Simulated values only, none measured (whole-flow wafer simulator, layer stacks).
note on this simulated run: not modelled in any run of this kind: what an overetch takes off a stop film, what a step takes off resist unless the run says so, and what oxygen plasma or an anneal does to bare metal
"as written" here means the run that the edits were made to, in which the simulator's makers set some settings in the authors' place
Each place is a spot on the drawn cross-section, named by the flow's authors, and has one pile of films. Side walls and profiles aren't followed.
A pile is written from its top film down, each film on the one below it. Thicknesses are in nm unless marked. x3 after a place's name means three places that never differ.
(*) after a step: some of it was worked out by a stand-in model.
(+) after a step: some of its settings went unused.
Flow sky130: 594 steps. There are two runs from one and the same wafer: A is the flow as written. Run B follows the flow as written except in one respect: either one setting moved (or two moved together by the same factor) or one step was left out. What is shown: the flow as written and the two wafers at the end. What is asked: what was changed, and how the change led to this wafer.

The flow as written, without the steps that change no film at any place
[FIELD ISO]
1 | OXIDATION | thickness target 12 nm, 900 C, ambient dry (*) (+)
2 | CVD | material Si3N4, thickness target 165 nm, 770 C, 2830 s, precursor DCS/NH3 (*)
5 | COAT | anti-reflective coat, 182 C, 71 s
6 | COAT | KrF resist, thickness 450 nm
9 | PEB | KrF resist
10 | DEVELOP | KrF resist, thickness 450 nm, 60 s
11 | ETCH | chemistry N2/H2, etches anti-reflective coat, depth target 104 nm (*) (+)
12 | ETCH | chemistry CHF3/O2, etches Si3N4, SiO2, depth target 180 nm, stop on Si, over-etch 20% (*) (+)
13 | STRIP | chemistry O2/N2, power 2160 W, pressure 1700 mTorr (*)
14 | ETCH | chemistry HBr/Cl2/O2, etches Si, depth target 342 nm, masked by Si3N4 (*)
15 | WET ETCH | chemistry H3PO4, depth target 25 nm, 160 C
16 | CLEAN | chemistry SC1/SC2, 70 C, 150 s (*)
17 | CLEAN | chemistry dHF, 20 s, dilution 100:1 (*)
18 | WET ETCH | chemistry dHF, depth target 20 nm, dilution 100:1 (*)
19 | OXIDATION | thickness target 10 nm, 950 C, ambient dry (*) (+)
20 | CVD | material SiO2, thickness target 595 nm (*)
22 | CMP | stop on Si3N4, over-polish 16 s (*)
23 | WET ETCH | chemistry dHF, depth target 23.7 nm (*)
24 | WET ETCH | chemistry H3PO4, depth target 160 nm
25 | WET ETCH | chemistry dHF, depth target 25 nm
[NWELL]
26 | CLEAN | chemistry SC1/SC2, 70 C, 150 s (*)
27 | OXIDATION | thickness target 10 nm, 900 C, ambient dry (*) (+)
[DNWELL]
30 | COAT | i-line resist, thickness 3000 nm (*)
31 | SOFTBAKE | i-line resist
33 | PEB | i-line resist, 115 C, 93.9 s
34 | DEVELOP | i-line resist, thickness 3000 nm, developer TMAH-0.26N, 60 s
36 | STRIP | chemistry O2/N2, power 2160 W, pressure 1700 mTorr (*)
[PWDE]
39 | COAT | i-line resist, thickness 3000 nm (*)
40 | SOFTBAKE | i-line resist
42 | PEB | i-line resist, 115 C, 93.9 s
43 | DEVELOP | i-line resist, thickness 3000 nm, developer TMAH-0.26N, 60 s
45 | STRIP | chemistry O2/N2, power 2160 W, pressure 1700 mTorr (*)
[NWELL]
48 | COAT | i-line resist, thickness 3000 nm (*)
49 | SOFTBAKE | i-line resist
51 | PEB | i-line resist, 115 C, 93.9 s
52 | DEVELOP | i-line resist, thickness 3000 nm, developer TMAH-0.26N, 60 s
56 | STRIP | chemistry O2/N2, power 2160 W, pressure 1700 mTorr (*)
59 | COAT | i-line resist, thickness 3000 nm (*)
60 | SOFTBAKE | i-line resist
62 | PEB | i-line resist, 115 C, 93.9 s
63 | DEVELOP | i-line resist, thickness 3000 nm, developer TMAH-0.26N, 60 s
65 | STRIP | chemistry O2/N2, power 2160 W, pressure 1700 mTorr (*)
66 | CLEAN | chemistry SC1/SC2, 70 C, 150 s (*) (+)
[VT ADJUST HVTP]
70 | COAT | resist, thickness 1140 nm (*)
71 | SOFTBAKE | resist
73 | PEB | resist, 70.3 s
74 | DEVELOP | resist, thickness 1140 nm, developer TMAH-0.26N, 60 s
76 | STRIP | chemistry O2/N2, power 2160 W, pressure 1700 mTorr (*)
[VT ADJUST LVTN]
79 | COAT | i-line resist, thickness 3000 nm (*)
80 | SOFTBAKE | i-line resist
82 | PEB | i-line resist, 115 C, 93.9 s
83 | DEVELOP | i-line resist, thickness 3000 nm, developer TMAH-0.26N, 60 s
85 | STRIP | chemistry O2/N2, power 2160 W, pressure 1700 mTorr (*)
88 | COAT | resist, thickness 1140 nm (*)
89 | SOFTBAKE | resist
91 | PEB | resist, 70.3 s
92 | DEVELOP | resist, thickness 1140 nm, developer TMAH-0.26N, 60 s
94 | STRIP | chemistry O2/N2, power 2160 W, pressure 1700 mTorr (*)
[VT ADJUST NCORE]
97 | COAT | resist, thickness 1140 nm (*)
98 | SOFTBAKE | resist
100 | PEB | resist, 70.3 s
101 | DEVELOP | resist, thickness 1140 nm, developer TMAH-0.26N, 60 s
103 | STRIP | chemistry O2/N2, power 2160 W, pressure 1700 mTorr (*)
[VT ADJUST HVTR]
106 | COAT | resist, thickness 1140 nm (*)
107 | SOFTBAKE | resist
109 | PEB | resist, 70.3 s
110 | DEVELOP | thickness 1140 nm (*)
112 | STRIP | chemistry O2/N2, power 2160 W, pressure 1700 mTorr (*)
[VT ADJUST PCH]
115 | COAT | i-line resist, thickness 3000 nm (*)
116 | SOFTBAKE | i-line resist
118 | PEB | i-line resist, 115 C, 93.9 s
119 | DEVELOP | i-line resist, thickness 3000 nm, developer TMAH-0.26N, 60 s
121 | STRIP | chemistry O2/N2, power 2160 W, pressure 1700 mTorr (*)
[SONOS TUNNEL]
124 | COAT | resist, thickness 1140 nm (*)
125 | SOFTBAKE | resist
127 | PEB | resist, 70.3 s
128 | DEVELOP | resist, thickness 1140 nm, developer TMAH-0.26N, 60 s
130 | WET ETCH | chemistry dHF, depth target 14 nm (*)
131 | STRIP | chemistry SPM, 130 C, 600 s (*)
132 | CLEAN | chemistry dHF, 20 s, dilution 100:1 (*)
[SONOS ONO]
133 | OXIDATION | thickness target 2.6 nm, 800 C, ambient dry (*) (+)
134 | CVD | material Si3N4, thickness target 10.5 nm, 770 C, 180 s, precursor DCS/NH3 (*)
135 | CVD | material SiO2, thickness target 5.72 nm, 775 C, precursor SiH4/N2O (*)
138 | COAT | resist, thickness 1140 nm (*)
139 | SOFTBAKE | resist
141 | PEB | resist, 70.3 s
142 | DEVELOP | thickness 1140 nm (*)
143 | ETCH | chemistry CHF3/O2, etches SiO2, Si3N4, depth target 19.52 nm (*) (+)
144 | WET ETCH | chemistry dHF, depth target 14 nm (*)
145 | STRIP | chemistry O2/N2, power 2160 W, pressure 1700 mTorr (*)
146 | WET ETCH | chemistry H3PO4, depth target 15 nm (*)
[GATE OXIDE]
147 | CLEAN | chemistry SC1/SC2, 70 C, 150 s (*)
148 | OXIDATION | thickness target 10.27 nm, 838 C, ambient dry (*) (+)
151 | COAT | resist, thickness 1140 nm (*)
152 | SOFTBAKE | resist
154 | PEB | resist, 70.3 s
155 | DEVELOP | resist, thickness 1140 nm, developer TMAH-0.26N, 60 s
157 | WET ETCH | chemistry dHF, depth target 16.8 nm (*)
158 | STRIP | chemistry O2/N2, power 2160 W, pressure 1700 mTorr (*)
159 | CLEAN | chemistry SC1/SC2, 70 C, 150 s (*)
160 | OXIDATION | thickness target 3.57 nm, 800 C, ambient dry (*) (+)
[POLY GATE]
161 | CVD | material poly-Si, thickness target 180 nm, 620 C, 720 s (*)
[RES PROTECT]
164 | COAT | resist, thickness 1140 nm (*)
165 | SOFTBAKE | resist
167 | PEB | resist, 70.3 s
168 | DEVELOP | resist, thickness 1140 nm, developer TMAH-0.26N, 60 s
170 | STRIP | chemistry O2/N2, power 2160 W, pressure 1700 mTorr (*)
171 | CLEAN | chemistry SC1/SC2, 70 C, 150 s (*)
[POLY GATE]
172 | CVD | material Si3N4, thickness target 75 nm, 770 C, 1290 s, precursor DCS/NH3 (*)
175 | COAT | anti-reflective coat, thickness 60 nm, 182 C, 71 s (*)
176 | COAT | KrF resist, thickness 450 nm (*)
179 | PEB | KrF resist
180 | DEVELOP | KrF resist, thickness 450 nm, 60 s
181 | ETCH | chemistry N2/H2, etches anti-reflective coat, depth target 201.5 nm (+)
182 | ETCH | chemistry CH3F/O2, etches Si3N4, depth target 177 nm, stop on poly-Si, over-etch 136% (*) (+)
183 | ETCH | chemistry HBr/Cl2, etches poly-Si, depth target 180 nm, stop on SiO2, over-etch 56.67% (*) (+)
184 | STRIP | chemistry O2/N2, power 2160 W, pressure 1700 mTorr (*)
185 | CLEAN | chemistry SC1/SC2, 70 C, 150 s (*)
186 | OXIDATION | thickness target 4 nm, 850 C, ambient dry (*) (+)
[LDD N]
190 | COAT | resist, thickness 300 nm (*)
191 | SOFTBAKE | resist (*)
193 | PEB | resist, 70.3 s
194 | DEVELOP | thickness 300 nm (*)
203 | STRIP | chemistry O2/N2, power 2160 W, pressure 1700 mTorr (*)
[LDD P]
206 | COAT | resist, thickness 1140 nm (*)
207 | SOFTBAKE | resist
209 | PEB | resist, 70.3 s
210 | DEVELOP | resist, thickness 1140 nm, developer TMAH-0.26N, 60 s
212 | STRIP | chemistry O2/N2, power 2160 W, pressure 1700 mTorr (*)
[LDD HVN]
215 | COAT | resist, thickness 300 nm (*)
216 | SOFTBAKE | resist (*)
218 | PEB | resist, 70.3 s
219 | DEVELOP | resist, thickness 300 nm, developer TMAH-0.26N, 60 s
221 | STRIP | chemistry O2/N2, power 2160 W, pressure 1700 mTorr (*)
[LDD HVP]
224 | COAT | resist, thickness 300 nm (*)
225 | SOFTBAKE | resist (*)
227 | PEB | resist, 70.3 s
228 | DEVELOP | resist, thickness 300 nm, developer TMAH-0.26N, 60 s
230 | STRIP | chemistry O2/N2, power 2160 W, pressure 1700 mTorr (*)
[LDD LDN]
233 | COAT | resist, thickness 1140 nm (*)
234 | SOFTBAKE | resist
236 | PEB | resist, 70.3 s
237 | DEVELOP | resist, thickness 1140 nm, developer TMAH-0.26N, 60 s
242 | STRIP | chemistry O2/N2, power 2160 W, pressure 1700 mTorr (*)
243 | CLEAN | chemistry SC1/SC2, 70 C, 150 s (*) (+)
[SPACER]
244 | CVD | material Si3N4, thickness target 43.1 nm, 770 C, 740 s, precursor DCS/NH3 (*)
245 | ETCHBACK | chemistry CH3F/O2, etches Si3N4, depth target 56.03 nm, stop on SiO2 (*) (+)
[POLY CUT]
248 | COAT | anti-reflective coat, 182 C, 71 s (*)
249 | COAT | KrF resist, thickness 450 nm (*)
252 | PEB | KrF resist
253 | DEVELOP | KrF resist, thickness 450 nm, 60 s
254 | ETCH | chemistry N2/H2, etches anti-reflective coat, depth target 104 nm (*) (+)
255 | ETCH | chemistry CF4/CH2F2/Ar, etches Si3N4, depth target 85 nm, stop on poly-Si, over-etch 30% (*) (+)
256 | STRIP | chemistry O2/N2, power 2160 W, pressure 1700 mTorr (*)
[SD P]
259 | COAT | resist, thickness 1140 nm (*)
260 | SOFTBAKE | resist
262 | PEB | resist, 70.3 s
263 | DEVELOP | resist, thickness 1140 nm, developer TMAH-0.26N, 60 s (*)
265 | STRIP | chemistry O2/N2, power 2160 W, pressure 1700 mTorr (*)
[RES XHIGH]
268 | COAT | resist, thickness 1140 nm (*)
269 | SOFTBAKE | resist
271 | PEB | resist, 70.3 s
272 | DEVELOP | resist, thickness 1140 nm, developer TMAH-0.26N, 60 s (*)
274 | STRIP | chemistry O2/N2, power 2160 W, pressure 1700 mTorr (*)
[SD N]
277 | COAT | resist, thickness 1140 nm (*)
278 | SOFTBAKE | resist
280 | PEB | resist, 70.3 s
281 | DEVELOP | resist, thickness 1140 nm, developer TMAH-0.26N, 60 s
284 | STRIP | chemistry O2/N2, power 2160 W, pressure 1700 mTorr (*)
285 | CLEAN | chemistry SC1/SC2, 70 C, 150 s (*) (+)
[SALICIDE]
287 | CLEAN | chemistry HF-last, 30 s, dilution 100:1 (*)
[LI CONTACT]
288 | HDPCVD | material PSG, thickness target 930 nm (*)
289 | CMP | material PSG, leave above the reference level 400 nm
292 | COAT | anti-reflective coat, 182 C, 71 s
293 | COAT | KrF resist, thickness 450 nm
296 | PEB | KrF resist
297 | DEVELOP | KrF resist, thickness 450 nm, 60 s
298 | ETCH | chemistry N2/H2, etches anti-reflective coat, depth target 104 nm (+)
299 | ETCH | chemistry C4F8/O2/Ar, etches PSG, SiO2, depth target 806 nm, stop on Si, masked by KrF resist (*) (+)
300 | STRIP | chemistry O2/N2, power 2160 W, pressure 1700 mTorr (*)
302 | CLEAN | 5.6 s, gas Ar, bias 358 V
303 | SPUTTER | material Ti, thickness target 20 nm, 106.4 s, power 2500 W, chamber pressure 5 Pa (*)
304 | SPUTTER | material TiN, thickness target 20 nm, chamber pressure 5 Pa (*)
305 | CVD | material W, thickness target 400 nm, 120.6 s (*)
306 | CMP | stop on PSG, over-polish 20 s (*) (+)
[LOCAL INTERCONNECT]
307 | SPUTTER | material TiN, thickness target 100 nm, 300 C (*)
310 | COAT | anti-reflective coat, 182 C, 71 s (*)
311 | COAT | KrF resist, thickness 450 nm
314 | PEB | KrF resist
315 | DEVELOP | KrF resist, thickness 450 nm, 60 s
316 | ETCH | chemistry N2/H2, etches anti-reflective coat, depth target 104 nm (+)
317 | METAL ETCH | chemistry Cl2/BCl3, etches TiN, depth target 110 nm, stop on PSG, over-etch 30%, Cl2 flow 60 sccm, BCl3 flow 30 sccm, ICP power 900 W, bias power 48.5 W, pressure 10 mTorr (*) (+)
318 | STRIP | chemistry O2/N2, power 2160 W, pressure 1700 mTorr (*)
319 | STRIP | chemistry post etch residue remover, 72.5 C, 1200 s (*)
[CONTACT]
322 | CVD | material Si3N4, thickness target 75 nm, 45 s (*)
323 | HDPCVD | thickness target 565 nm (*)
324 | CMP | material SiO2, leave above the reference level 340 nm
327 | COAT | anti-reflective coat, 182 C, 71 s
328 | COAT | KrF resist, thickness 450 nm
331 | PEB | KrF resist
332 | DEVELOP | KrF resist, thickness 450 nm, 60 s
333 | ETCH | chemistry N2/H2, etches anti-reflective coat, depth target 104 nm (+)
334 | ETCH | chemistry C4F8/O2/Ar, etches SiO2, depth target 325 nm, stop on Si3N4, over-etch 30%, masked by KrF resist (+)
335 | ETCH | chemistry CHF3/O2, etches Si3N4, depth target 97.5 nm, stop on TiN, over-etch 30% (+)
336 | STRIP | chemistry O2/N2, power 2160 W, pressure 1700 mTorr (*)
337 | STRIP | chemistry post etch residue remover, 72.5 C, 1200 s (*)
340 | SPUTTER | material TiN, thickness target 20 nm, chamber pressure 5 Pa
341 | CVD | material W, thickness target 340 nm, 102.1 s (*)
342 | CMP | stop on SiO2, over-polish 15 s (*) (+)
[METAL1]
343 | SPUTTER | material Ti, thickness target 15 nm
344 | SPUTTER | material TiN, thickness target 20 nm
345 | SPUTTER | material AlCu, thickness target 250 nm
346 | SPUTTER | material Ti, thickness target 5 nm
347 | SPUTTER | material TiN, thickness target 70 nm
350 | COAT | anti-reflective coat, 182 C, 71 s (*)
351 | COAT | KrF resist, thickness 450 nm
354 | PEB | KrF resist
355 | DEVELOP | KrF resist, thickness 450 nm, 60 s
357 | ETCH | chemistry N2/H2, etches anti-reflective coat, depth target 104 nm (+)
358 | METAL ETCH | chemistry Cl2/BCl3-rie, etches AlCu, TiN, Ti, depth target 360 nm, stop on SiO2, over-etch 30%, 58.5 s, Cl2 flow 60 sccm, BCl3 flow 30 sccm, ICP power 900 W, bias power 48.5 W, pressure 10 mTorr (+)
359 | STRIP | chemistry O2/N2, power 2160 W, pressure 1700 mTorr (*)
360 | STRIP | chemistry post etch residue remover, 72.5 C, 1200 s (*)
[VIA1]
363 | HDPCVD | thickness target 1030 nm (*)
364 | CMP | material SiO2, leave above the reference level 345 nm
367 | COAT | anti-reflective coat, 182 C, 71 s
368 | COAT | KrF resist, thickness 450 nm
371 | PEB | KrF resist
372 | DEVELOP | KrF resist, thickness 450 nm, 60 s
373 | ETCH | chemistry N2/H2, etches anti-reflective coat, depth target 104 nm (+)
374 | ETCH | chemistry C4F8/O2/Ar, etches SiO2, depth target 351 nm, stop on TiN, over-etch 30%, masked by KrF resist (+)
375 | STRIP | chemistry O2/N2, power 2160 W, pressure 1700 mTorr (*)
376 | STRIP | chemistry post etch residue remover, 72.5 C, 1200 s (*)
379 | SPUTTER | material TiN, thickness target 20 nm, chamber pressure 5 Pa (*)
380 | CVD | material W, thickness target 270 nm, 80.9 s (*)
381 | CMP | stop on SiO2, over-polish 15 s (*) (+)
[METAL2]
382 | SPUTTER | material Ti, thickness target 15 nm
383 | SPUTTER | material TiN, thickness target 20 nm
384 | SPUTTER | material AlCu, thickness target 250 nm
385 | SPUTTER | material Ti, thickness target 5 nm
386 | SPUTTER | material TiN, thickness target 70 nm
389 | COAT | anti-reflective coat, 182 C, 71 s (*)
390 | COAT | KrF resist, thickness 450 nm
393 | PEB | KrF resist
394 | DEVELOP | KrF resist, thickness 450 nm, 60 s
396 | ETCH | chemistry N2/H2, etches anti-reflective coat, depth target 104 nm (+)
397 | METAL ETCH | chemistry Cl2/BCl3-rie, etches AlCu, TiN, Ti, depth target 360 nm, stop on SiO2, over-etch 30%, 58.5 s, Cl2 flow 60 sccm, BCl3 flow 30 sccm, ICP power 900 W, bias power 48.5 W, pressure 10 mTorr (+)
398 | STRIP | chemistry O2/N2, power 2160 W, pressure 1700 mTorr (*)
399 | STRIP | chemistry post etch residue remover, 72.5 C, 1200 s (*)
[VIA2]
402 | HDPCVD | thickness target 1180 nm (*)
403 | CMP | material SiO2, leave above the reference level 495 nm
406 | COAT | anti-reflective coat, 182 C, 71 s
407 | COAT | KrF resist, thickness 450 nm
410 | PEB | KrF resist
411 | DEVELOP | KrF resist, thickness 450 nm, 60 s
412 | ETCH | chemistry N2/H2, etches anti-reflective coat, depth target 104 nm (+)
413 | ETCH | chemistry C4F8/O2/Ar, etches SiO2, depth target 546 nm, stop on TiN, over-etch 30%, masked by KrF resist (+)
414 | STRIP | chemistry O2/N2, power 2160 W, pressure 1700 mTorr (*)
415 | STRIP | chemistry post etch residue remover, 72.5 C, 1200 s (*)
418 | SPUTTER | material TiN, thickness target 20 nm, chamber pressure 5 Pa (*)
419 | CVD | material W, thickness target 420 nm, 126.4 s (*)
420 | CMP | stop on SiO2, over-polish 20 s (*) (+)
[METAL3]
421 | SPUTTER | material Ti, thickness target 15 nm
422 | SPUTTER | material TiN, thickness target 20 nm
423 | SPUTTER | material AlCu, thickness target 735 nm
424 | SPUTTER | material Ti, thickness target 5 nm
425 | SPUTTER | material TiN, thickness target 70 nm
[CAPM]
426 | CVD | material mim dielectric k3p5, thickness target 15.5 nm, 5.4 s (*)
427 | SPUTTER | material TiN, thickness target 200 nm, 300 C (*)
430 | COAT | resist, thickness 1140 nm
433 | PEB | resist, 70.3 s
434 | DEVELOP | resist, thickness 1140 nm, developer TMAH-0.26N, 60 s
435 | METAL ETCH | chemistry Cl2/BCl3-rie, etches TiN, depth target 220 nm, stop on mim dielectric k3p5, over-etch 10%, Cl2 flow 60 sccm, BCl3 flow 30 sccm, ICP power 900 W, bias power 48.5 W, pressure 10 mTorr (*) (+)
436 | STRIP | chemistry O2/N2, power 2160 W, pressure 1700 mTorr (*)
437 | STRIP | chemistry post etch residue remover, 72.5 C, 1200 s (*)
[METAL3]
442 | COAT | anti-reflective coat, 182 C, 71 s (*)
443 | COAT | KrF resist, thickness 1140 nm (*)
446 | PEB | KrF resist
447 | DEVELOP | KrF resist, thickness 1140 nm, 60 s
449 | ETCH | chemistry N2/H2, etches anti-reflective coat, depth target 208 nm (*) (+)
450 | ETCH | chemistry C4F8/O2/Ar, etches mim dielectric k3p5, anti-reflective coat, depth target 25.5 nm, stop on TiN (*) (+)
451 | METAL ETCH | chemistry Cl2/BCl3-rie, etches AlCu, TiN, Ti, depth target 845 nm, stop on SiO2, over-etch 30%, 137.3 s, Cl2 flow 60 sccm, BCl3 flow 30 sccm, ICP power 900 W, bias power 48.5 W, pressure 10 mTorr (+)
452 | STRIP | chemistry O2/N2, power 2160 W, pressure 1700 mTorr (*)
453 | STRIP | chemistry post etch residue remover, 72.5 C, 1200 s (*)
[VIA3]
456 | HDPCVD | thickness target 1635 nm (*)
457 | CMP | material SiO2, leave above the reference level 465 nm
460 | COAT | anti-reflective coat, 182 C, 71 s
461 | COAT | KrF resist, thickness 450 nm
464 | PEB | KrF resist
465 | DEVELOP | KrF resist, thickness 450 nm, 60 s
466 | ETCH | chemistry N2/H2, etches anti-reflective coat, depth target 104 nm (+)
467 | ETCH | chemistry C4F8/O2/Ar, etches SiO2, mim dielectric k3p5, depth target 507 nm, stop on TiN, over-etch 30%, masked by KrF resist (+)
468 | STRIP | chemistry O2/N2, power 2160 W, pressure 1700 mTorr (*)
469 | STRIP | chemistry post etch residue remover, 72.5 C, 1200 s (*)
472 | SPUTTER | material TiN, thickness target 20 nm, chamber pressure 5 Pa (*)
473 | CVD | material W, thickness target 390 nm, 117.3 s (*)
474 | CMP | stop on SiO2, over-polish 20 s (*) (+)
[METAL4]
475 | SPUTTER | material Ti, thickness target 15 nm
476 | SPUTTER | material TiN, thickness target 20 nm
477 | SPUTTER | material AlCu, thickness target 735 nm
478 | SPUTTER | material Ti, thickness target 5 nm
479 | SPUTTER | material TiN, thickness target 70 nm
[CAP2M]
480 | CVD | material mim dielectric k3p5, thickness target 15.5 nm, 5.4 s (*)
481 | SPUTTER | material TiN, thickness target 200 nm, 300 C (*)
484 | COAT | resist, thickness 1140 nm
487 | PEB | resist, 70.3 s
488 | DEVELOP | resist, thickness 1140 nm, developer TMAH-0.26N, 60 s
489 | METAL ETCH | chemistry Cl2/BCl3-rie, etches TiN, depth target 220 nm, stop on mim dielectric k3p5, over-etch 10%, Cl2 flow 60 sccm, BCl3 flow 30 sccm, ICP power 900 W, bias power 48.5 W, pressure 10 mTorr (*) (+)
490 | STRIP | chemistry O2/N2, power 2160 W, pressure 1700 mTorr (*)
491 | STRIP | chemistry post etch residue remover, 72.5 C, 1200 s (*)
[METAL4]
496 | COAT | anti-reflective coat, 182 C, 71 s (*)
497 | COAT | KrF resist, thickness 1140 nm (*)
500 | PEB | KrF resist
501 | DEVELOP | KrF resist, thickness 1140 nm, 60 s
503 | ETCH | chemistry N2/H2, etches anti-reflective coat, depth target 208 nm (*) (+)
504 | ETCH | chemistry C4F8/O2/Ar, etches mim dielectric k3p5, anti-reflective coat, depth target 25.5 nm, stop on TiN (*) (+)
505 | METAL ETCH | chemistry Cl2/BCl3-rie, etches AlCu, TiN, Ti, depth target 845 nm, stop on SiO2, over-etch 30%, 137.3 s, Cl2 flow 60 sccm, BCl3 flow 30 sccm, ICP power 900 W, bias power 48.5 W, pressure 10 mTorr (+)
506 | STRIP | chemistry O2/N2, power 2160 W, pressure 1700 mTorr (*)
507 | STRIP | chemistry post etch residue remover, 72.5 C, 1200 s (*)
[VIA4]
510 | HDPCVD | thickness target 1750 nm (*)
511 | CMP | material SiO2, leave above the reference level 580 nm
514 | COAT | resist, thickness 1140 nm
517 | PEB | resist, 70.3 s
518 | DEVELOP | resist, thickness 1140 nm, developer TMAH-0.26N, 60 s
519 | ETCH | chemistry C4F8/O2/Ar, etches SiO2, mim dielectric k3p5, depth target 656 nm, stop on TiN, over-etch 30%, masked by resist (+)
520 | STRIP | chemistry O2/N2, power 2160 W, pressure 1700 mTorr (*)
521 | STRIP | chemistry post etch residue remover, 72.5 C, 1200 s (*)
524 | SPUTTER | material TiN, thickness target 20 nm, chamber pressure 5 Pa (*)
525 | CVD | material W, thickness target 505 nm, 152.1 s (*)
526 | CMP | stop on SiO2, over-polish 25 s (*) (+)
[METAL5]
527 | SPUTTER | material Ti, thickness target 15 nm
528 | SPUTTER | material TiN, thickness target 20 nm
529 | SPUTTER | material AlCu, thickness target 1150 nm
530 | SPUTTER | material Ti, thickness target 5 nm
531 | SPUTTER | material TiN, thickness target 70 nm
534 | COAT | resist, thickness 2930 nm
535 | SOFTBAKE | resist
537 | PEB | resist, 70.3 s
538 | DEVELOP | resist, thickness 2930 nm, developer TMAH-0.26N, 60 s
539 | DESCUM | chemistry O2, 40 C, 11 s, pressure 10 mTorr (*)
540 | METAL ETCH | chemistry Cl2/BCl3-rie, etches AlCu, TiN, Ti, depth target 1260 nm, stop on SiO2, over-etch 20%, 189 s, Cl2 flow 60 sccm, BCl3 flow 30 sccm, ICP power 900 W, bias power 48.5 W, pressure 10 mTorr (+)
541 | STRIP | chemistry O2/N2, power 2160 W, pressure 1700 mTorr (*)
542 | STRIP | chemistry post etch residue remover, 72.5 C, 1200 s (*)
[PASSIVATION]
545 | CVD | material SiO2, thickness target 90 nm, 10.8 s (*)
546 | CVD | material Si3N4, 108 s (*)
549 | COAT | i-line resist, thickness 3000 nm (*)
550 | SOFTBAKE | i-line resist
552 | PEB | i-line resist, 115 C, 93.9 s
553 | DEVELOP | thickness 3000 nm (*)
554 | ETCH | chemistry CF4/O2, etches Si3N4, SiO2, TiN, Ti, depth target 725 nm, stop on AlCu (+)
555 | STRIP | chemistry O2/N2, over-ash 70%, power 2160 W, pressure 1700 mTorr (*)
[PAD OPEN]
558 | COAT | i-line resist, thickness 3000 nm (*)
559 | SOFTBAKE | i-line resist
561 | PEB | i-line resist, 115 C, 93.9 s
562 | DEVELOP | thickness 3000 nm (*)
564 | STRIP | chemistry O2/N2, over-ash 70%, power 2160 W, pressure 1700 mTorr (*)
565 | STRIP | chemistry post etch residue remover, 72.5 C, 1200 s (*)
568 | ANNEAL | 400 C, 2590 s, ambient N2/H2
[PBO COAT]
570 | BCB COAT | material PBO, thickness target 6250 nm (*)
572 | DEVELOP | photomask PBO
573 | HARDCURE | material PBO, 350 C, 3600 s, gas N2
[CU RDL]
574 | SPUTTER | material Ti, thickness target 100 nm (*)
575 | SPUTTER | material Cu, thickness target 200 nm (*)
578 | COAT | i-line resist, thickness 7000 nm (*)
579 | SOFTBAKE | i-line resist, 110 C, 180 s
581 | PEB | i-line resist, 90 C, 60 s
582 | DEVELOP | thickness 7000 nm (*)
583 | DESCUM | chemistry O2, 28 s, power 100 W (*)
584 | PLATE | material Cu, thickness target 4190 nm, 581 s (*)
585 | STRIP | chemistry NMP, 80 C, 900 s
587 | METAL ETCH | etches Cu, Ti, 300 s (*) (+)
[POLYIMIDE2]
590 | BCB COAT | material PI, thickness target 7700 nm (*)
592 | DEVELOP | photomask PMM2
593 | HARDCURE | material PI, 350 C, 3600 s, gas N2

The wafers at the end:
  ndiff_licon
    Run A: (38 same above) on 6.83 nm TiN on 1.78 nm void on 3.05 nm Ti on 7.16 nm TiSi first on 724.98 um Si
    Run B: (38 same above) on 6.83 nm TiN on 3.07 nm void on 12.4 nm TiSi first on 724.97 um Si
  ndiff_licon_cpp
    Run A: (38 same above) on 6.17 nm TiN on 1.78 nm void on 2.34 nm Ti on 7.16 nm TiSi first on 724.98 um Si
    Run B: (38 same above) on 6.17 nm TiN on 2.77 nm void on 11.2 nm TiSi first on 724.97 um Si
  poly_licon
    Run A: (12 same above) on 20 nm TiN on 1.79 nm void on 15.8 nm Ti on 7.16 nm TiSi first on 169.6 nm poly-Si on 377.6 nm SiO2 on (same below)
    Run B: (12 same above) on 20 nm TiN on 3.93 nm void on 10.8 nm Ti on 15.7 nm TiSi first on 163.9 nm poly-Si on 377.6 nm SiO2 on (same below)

The reason: step 568, ANNEAL: 440 C was run, though the flow has 400 C.

How this came from the change, step by step:
  568 | ANNEAL | 400 C, 2590 s, ambient N2/H2
      ndiff_licon: A under 37 films: void gains 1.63 (new film), Ti loses 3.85, TiSi first gains 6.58 (new film), Si loses 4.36 | B under 37 films: void gains 3.07 (new film), TiSi first gains 12.4 (new film), Ti loses 7.24 (all of it), Si loses 8.21
      ndiff_licon_cpp: A under 37 films: void gains 1.63 (new film), Ti loses 3.85, TiSi first gains 6.58 (new film), Si loses 4.36 | B under 37 films: void gains 2.77 (new film), TiSi first gains 11.2 (new film), Ti loses 6.53 (all of it), Si loses 7.41
      (also at 2 further places)
With metal films that touch counted as one body, ndiff_licon has 5 bodies (between them, from the top down: SiO2 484 / mim dielectric k3p5 15.5; SiO2 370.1 / mim dielectric k3p5 15.5; SiO2 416; SiO2 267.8); the flow as written gives 6 bodies (between them, from the top down: SiO2 484 / mim dielectric k3p5 15.5; SiO2 370.1 / mim dielectric k3p5 15.5; SiO2 416; SiO2 267.8; void 1.78).
With metal films that touch counted as one body, ndiff_licon_cpp has 5 bodies (between them, from the top down: SiO2 484 / mim dielectric k3p5 15.5; SiO2 370.1 / mim dielectric k3p5 15.5; SiO2 416; SiO2 267.8); the flow as written gives 6 bodies (between them, from the top down: SiO2 484 / mim dielectric k3p5 15.5; SiO2 370.1 / mim dielectric k3p5 15.5; SiO2 416; SiO2 267.8; void 1.78).
